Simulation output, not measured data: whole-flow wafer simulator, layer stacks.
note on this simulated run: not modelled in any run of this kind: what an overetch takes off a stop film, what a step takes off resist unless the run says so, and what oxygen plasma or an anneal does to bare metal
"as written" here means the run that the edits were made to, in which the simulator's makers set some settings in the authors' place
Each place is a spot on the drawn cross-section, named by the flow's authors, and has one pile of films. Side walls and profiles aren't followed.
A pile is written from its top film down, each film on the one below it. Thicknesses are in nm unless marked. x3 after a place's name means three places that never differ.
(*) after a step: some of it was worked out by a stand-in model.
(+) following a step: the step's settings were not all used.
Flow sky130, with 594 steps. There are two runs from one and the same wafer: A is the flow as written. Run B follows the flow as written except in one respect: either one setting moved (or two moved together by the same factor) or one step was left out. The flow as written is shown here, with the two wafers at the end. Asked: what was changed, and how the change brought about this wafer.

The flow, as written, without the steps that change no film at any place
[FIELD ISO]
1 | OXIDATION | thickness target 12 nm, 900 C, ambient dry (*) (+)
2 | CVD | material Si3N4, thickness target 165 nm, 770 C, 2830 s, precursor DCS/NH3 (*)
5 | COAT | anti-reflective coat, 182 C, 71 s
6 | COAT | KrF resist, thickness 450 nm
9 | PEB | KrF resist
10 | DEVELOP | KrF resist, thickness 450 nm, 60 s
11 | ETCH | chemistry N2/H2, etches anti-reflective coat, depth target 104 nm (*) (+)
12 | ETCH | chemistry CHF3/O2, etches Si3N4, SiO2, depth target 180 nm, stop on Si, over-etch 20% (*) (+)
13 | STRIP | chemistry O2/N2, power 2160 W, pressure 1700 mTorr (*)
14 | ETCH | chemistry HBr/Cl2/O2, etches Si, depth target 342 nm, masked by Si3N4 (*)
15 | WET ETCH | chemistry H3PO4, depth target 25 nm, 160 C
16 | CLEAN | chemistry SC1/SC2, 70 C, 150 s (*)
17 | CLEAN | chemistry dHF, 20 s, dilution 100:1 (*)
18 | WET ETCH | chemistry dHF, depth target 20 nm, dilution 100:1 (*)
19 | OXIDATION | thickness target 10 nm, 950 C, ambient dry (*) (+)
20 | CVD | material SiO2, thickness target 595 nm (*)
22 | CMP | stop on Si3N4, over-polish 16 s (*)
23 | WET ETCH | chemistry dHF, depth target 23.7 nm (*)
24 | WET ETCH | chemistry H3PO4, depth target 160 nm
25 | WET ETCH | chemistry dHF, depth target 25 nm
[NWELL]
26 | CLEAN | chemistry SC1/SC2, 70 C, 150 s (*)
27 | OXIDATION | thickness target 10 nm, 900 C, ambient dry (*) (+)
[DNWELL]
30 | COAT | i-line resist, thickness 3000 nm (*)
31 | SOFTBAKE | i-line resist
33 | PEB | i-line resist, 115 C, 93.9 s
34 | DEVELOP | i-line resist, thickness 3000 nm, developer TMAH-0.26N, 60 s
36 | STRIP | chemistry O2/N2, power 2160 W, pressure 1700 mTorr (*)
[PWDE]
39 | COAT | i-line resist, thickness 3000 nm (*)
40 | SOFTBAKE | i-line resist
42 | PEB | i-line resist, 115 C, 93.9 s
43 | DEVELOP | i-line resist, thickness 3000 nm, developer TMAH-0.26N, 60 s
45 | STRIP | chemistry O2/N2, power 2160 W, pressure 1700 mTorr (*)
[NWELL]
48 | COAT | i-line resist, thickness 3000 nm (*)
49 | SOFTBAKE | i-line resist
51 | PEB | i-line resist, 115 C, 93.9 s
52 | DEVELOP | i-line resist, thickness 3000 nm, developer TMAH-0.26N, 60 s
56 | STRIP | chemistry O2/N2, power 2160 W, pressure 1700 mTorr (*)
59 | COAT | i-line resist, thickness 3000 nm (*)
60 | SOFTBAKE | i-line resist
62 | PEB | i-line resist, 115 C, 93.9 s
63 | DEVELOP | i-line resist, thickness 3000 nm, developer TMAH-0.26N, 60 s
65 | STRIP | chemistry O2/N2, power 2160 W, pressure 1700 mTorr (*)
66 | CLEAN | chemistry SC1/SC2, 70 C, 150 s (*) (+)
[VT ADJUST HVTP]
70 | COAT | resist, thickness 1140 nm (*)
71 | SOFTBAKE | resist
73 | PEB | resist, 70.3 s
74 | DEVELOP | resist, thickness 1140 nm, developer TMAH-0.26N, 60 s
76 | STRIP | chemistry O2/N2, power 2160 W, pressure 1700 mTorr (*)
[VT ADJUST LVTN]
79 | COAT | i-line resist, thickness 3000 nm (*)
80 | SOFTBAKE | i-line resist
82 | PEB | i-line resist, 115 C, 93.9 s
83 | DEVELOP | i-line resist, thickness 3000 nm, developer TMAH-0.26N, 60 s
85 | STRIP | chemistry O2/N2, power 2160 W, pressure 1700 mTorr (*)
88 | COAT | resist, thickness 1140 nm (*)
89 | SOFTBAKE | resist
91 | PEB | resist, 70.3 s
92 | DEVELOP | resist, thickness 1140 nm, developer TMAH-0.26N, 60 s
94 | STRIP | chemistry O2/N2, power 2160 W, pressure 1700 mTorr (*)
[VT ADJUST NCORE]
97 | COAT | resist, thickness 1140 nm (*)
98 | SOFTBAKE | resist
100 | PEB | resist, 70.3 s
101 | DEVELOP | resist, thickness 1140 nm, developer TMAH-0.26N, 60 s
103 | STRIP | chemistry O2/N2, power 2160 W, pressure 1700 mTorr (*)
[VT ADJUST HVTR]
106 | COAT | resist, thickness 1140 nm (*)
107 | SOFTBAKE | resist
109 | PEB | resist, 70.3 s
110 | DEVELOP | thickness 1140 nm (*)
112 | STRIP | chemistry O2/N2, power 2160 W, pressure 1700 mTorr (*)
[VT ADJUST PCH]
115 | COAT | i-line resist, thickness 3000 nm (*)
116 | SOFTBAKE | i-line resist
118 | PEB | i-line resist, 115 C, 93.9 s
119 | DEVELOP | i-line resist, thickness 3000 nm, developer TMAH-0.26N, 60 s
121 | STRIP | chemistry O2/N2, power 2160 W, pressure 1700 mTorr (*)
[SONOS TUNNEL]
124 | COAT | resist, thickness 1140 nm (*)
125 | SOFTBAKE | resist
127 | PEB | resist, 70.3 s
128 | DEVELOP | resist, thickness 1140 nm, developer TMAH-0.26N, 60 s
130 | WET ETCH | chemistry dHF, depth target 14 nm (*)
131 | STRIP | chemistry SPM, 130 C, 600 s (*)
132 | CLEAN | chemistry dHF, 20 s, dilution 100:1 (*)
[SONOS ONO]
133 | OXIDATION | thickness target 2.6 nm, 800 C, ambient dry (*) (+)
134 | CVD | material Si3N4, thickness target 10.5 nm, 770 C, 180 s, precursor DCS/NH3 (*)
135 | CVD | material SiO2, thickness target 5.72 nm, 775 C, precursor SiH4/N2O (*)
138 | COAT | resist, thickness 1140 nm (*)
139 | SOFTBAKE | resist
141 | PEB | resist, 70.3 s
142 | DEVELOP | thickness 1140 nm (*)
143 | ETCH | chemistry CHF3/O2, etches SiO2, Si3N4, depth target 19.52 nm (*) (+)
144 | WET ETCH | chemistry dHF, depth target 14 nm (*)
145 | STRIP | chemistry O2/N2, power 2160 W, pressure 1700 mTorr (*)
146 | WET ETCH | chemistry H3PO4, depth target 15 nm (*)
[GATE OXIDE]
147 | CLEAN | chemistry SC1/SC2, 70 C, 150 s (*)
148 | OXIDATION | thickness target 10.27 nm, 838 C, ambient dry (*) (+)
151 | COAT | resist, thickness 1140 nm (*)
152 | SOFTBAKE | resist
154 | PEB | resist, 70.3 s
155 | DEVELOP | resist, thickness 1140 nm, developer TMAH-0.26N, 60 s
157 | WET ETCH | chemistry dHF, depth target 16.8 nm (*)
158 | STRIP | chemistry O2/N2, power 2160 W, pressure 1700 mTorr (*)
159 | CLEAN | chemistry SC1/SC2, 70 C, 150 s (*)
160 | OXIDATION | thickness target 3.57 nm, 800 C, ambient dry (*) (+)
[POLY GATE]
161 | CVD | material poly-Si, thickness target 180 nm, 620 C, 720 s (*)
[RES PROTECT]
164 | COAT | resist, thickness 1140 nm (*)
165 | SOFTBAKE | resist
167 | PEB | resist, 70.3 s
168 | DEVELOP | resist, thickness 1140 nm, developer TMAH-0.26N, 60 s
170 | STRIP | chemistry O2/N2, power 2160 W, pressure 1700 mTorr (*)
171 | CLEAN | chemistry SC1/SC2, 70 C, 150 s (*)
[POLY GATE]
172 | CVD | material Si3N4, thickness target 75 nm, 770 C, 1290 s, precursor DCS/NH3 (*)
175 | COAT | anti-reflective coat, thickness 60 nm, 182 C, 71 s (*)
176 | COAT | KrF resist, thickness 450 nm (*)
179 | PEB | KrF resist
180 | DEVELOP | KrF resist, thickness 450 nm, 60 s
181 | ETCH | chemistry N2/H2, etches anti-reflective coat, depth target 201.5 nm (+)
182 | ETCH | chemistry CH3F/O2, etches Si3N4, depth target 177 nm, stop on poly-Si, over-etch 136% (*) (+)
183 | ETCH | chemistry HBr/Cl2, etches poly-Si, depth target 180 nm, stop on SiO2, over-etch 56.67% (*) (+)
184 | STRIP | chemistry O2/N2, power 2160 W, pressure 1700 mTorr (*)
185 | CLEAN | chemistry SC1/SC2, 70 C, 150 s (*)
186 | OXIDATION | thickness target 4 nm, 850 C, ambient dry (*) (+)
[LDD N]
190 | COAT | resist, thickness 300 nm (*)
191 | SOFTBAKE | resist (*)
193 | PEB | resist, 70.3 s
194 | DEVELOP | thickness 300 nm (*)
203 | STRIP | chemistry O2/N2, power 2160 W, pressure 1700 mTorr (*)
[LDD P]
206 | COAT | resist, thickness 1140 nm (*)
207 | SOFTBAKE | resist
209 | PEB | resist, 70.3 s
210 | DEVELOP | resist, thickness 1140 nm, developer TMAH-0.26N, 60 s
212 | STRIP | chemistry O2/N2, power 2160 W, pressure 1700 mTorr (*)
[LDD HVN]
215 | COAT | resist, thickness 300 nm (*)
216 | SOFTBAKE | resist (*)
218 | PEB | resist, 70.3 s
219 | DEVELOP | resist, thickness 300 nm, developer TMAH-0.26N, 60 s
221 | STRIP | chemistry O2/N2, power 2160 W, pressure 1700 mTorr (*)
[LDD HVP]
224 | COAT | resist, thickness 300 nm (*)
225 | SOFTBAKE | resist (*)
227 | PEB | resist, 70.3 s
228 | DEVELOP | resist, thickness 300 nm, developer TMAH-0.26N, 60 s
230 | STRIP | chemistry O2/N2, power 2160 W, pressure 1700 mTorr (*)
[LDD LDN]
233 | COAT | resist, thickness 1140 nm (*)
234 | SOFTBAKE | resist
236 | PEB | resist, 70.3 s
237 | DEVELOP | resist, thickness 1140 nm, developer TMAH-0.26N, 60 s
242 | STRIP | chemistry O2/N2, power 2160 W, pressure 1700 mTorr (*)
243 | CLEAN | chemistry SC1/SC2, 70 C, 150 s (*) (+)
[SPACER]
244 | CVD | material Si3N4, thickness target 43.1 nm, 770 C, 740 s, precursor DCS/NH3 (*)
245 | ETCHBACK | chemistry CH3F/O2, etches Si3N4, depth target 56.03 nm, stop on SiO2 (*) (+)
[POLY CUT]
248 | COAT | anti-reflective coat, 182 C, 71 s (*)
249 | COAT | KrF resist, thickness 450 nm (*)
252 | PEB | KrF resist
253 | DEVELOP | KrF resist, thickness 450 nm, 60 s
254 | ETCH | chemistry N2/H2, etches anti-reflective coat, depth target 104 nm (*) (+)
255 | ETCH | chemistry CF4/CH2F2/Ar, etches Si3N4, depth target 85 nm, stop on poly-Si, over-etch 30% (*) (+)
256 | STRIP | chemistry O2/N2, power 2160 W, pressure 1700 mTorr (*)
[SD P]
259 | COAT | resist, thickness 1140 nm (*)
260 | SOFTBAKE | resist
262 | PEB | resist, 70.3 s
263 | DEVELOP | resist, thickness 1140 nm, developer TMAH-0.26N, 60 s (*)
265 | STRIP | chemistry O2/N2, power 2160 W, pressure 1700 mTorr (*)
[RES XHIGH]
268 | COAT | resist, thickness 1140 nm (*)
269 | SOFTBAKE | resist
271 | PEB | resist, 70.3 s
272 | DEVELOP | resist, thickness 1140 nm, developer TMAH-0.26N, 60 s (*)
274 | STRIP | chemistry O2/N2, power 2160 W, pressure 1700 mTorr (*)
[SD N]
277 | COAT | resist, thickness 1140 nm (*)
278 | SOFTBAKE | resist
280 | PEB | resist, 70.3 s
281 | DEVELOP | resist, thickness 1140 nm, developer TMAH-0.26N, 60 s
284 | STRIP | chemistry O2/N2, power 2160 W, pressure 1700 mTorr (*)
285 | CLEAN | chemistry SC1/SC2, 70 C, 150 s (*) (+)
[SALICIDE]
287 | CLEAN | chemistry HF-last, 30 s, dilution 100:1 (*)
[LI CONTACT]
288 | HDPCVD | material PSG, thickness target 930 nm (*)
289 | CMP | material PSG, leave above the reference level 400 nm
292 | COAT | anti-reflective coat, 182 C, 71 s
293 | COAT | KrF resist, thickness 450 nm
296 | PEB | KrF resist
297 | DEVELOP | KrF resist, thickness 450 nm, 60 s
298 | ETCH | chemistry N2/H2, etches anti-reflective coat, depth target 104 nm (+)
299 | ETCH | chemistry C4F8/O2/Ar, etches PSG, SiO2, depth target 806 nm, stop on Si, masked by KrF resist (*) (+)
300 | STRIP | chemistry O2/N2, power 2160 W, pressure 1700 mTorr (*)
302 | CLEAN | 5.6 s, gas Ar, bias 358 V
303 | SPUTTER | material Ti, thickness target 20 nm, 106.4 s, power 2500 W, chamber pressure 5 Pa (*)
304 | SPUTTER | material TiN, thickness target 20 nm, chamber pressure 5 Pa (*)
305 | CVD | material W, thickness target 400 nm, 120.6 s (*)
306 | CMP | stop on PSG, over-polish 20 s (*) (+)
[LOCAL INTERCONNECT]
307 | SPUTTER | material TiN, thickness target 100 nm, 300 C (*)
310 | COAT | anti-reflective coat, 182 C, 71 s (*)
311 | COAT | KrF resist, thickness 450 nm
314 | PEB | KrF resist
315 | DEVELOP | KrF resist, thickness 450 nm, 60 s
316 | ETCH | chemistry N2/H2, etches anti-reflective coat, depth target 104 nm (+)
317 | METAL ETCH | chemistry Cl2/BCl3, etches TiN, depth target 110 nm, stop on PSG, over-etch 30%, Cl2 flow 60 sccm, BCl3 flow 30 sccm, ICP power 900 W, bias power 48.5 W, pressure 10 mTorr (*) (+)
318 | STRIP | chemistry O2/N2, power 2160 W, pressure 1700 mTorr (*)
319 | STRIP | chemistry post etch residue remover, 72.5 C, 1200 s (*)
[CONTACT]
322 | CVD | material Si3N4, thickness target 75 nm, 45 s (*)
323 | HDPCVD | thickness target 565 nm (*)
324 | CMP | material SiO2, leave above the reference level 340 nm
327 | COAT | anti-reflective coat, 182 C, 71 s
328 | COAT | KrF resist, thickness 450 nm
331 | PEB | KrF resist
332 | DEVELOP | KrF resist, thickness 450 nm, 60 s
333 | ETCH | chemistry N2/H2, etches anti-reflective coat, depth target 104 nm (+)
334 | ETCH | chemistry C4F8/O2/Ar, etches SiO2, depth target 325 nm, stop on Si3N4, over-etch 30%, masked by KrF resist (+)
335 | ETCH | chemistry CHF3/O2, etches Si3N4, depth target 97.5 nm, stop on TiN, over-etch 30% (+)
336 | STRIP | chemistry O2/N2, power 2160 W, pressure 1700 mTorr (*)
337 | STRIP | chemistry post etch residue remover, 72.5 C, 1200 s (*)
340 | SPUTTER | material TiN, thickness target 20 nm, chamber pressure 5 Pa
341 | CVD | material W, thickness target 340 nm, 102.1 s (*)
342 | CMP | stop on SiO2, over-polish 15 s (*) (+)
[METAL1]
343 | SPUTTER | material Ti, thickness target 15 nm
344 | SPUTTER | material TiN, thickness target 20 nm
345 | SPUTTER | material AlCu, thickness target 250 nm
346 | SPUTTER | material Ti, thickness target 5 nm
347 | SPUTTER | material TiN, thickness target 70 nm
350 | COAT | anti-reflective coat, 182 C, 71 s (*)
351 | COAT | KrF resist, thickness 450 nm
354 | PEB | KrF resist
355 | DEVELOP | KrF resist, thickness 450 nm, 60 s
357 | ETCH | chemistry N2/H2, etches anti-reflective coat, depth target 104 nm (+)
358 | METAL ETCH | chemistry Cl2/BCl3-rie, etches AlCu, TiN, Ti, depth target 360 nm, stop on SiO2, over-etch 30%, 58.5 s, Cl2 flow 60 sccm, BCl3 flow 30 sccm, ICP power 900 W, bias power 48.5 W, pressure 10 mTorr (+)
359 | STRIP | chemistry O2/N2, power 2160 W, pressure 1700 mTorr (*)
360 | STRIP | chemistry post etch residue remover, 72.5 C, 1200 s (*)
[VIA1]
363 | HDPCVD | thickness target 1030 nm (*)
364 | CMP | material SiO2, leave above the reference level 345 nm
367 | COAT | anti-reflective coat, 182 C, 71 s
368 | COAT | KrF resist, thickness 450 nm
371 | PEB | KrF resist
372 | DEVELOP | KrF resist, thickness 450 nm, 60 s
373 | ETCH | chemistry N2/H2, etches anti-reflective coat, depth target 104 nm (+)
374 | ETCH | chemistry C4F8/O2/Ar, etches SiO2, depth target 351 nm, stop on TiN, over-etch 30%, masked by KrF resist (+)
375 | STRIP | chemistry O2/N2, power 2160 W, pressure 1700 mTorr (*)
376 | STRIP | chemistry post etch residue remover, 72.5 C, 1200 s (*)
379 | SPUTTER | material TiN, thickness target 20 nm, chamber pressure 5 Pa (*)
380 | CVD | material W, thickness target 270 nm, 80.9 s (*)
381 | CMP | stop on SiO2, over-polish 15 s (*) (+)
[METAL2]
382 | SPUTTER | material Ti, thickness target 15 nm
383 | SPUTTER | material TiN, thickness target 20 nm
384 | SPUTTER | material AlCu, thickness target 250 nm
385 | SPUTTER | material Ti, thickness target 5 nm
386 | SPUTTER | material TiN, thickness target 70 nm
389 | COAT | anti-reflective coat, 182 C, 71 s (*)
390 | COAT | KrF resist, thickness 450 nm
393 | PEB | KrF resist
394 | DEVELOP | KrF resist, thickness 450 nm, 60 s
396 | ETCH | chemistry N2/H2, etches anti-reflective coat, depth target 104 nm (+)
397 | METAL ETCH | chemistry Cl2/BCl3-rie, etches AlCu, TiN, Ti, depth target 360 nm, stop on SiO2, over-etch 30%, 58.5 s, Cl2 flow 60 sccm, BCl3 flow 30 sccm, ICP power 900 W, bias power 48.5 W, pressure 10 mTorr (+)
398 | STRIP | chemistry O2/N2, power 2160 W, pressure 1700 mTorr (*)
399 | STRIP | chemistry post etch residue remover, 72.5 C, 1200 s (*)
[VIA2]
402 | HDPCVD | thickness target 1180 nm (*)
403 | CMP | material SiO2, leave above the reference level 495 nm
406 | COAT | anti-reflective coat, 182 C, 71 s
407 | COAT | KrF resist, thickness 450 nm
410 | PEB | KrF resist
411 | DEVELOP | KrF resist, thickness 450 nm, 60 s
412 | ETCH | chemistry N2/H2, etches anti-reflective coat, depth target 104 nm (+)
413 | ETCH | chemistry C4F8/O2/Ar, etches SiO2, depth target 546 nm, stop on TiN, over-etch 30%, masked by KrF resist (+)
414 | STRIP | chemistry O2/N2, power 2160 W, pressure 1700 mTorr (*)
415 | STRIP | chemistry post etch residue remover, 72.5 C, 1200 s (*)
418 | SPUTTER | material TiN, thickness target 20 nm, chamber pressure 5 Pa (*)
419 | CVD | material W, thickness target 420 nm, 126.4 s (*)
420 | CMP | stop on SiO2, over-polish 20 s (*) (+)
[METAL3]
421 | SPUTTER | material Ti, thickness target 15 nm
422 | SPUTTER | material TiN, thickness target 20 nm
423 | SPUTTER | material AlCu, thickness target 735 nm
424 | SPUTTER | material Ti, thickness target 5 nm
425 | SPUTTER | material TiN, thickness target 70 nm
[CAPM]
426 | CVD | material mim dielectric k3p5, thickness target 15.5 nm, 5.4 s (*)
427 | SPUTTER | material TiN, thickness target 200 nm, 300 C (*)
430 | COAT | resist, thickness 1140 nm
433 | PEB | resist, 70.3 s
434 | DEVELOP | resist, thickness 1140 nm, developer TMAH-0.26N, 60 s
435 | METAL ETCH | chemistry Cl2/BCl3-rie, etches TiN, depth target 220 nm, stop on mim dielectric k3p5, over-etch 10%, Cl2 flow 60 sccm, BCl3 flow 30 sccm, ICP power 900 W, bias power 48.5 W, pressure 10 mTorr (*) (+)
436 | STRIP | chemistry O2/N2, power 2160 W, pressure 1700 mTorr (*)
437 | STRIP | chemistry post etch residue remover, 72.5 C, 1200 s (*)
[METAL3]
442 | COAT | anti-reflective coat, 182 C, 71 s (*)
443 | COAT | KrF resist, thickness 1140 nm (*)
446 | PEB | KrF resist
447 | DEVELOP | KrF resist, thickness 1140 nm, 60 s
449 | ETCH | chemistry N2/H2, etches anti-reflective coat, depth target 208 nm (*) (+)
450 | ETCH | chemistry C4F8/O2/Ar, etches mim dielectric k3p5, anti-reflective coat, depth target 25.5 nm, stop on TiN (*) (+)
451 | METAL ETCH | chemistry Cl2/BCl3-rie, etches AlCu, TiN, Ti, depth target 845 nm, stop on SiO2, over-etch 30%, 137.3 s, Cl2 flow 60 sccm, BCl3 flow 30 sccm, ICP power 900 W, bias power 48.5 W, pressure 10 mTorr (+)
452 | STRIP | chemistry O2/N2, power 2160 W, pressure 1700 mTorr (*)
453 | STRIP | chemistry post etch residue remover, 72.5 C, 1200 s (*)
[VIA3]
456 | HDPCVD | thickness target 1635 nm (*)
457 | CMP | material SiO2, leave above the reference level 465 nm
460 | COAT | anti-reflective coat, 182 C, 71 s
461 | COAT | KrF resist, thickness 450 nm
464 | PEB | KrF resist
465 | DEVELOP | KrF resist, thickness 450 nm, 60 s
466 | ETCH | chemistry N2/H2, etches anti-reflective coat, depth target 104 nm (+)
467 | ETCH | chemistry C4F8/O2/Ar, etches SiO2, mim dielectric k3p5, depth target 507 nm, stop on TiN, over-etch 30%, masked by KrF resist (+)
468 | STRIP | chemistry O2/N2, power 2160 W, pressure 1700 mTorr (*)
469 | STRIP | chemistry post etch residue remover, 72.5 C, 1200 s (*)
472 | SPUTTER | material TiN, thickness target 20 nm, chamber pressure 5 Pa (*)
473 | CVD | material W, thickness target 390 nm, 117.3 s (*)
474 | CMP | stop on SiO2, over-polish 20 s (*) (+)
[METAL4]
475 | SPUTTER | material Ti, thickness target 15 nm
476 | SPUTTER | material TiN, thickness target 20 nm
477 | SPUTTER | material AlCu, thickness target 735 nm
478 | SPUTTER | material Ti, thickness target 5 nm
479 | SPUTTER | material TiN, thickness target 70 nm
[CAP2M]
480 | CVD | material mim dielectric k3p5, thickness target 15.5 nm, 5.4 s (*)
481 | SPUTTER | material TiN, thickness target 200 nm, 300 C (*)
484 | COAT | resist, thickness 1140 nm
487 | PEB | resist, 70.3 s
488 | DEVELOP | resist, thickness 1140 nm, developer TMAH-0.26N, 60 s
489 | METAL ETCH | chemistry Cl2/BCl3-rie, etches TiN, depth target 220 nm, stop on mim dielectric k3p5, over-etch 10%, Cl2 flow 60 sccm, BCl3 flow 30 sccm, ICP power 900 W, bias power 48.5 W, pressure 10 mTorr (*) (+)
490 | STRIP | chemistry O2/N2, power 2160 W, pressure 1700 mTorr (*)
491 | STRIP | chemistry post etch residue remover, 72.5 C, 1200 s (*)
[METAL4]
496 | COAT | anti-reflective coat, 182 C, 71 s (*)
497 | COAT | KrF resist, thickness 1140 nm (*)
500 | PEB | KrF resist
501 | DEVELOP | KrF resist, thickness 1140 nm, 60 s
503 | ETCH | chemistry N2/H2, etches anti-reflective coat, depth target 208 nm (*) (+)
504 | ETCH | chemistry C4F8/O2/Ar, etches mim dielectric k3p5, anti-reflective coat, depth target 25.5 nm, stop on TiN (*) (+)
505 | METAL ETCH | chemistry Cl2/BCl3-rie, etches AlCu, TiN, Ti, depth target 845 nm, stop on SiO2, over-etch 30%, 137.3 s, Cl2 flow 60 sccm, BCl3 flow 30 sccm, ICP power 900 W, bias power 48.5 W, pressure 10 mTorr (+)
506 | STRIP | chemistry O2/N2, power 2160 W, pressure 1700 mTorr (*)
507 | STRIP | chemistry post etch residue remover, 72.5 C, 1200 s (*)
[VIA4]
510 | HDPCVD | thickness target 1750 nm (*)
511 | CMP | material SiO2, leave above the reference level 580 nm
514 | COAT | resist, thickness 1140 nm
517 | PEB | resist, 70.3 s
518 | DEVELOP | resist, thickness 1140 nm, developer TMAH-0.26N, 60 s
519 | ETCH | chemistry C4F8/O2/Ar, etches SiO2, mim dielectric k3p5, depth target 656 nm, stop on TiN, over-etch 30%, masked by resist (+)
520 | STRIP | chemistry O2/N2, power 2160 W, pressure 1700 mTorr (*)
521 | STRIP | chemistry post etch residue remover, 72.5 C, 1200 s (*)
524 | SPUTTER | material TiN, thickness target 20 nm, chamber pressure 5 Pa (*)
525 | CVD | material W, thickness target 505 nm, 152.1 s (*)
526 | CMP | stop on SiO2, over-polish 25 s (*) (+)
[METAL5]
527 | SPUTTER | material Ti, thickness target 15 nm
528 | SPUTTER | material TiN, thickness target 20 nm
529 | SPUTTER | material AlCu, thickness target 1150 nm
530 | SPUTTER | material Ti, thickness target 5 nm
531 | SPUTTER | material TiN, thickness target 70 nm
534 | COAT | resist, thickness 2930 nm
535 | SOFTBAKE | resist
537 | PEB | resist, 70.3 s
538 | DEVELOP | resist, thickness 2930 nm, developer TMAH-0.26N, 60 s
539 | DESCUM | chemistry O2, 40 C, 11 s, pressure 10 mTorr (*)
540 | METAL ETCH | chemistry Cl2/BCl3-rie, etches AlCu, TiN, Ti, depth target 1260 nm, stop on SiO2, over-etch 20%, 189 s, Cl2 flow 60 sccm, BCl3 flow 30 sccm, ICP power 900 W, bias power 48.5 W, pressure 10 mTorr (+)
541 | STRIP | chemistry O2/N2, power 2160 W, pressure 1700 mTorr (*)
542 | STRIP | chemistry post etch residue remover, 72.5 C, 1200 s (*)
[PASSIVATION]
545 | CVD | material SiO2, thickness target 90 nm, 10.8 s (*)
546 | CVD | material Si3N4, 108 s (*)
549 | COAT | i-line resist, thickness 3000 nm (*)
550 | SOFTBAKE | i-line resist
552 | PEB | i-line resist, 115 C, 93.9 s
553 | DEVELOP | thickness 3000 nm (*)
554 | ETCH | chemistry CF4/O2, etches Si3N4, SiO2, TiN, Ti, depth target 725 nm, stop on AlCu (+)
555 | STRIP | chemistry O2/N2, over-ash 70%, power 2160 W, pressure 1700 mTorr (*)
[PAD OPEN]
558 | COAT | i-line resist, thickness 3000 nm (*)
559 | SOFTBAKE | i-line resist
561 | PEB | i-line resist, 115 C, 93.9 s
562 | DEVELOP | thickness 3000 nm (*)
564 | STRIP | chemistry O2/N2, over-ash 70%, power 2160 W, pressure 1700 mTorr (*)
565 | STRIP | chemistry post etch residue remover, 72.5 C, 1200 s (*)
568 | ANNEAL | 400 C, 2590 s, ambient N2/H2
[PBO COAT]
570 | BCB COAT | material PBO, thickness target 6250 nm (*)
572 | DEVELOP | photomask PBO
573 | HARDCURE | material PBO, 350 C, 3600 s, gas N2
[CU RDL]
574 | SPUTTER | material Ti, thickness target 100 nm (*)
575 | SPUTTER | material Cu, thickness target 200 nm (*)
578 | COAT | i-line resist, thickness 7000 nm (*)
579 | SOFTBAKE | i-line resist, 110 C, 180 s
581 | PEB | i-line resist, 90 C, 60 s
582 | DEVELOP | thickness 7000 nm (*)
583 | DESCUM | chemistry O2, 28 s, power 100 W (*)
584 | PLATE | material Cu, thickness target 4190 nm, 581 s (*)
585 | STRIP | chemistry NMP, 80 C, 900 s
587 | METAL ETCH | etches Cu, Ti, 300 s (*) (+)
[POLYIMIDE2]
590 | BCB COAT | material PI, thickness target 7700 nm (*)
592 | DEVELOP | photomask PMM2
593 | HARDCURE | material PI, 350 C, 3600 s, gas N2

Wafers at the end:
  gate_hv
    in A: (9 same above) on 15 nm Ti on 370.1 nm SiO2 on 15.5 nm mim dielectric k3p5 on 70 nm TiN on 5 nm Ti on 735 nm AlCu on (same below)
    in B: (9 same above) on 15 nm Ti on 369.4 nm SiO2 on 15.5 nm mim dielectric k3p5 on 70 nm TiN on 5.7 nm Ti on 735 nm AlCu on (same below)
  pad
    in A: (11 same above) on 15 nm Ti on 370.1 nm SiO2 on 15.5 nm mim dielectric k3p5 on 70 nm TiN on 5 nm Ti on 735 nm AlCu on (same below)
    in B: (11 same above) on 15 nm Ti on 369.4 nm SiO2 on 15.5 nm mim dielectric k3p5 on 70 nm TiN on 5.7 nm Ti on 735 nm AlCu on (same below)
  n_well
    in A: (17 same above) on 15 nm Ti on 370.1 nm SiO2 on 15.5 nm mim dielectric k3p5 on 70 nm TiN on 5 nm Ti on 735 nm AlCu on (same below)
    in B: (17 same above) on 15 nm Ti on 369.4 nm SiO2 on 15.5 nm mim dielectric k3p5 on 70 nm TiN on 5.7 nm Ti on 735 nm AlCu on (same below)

The reason: step 424, SPUTTER: thickness target 5.7 nm was run, while the flow as written has thickness target 5 nm.
One can read it off the wafer: gate_hv has Ti 5.7, and step 424 as written asks for 5 nm.

Step by step, how the change led to this:
  424 | SPUTTER | material Ti, thickness target 5 nm
      field, active, n_well and 188 more: A Ti gains 5 (new film) | B Ti gains 5.7 (new film)
  451 | METAL ETCH | chemistry Cl2/BCl3-rie, etches AlCu, TiN, Ti, depth target 845 nm, stop on SiO2, over-etch 30%, 137.3 s, Cl2 flow 60 sccm, BCl3 flow 30 sccm, ICP power 900 W, bias power 48.5 W, pressure 10 mTorr (+)
      field, gate, spacer and 68 more: A TiN loses 70 (all of it), Ti loses 5 (all of it), AlCu loses 735 (all of it), TiN loses 20 (all of it), Ti loses 15 (all of it), SiO2 loses 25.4 | B TiN loses 70 (all of it), Ti loses 5.7 (all of it), AlCu loses 735 (all of it), TiN loses 20 (all of it), Ti loses 15 (all of it), SiO2 loses 25.3
      active, vpp_ln, vpp_iso2 and 11 more: A TiN loses 70 (all of it), Ti loses 5 (all of it), AlCu loses 735 (all of it), TiN loses 20 (all of it), Ti loses 15 (all of it), SiO2 loses 25.3 | B TiN loses 70 (all of it), Ti loses 5.7 (all of it), AlCu loses 735 (all of it), TiN loses 20 (all of it), Ti loses 15 (all of it), SiO2 loses 25.3
